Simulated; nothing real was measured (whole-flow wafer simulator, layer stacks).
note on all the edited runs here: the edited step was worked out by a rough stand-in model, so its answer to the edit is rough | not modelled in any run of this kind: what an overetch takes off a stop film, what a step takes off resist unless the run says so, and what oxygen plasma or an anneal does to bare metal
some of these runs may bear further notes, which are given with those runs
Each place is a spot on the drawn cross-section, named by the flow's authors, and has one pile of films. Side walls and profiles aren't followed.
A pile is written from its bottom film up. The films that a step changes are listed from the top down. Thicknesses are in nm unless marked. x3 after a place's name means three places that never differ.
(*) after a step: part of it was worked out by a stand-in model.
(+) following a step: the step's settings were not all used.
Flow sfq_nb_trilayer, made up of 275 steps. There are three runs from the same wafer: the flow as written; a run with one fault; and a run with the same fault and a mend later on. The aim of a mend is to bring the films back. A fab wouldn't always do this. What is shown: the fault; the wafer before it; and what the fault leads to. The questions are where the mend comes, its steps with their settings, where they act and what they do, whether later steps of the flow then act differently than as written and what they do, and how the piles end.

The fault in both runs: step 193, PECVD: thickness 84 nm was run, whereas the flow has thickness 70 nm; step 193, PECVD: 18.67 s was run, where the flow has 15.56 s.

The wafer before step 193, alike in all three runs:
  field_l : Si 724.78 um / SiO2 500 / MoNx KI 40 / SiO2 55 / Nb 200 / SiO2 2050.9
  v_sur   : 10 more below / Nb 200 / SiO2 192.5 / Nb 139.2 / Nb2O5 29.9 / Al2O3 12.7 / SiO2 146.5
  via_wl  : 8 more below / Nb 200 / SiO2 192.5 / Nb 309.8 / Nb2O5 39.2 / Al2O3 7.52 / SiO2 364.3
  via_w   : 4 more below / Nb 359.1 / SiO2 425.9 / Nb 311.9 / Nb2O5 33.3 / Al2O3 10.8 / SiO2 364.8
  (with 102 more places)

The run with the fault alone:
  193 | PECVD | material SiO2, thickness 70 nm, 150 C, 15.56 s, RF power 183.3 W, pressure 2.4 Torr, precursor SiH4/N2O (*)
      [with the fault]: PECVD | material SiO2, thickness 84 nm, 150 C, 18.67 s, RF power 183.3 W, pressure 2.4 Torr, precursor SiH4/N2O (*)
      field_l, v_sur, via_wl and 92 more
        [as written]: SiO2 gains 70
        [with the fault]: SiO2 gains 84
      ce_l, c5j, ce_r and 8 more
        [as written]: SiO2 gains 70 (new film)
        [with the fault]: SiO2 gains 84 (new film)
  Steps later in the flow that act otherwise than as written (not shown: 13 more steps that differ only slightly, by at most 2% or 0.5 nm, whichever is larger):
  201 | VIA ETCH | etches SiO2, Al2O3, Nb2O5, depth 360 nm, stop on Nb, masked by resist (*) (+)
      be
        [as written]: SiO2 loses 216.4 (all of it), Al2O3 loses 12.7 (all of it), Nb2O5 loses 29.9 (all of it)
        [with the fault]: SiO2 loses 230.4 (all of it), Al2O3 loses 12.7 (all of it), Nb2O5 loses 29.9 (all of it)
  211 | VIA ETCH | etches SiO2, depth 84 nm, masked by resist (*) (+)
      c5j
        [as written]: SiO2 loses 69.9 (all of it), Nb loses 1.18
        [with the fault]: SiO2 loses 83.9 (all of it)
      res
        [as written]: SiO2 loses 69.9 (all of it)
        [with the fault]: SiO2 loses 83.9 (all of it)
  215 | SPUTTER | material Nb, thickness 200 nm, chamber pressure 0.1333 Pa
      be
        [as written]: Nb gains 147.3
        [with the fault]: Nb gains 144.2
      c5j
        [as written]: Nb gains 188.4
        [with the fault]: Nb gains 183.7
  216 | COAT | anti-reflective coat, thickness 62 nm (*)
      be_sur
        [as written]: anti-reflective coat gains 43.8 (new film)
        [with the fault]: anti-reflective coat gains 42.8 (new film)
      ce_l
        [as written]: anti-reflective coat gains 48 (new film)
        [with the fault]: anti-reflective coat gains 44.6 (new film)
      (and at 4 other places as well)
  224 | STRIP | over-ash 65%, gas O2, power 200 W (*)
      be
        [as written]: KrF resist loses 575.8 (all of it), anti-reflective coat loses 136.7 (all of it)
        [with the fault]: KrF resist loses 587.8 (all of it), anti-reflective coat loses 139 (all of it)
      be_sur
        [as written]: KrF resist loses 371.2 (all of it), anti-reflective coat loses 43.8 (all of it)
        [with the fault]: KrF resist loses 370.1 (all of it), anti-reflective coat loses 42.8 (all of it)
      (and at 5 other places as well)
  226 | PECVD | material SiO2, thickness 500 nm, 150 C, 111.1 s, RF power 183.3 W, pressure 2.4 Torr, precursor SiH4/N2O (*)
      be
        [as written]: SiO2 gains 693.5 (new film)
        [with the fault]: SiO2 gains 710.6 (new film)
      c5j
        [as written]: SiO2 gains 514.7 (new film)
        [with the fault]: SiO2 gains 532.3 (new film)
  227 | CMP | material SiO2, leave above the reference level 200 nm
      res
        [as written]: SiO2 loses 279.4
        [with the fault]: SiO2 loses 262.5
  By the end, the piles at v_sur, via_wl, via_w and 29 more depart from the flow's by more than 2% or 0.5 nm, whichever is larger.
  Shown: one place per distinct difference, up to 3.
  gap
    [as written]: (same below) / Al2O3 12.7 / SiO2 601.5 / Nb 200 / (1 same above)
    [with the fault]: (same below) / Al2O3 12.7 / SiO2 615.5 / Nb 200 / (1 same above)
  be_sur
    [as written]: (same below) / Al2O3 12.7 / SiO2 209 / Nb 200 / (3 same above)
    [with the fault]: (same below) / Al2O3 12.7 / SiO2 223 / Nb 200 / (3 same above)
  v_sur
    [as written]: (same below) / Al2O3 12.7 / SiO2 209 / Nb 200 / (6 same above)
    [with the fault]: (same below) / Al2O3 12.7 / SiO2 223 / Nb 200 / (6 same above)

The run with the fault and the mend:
  After step 199 comes the mend.
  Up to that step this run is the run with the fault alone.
  199a | STRIP | over-ash 65%, gas O2, power 200 W (*)
      p4_fl x3, p4_w1 x9, p4_g1 x2 and 33 more
        KrF resist loses 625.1 (all of it), anti-reflective coat loses 62 (all of it)
      wl_b_m5, wl_b_sr, wl_c_sl and 12 more
        KrF resist loses 625 (all of it), anti-reflective coat loses 62 (all of it)
      field_l, v_sur, via_wl, via_w
        KrF resist loses 625.7 (all of it), anti-reflective coat loses 62.2 (all of it)
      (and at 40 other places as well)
  199b | VIA ETCH | etches SiO2, depth 14 nm
      field_l, v_sur, via_wl and 103 more
        SiO2 loses 14
  199c | COAT | anti-reflective coat, thickness 62 nm (*) (a further turn of the flow's step 194)
      p4_fl x3, p4_w1 x9, p4_g1 x2 and 50 more
        anti-reflective coat gains 62 (new film)
      via_wr, via_sp, via_v, wire, lsp_r, l0_sur, l0v
        anti-reflective coat gains 62.3 (new film)
      be, be_sur, gap, lsp_m, ln_m6
        anti-reflective coat gains 62.4 (new film)
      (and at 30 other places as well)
  199d | COAT | KrF resist, thickness 650 nm (*) (a further turn of the flow's step 195)
      p4_fl x3, p4_w1 x9, p4_g1 x2 and 33 more
        KrF resist gains 650 (new film)
      wl_b_m5, wl_b_sr, wl_c_sl and 12 more
        KrF resist gains 649.9 (new film)
      field_l, v_sur, via_wl, via_w
        KrF resist gains 650.6 (new film)
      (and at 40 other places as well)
  199e | SOFTBAKE | KrF resist (a further turn of the flow's step 196)
      alters no film at any place that is followed
  199f | EXPOSE | photomask I5, dose 12.41 mJ/cm2, NA 0.6, wavelength 248 nm (*) (a further turn of the flow's step 197)
      alters no film at any place that is followed
  199g | PEB | KrF resist, 90 s (a further turn of the flow's step 198)
      field_l, v_sur, via_wl and 87 more
        KrF resist loses 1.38
      jj_sur, ce_l, sp_r, moat, field_r, wl_jj
        KrF resist loses 1.39
      be_r, r_sur, res, r_end
        KrF resist loses 1.33
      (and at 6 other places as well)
  199h | DEVELOP | KrF resist, thickness 650 nm, 60 s (a further turn of the flow's step 199)
      field_l, v_sur, via_wl and 102 more
        KrF resist loses 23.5
      be
        KrF resist loses 649.8 (all of it)
  None of the later steps of the flow differs from how it acts as written, at any place that is followed, by more than 2% or 0.5 nm, whichever is larger.
  At every place that both follow, the piles at the end match the flow's.
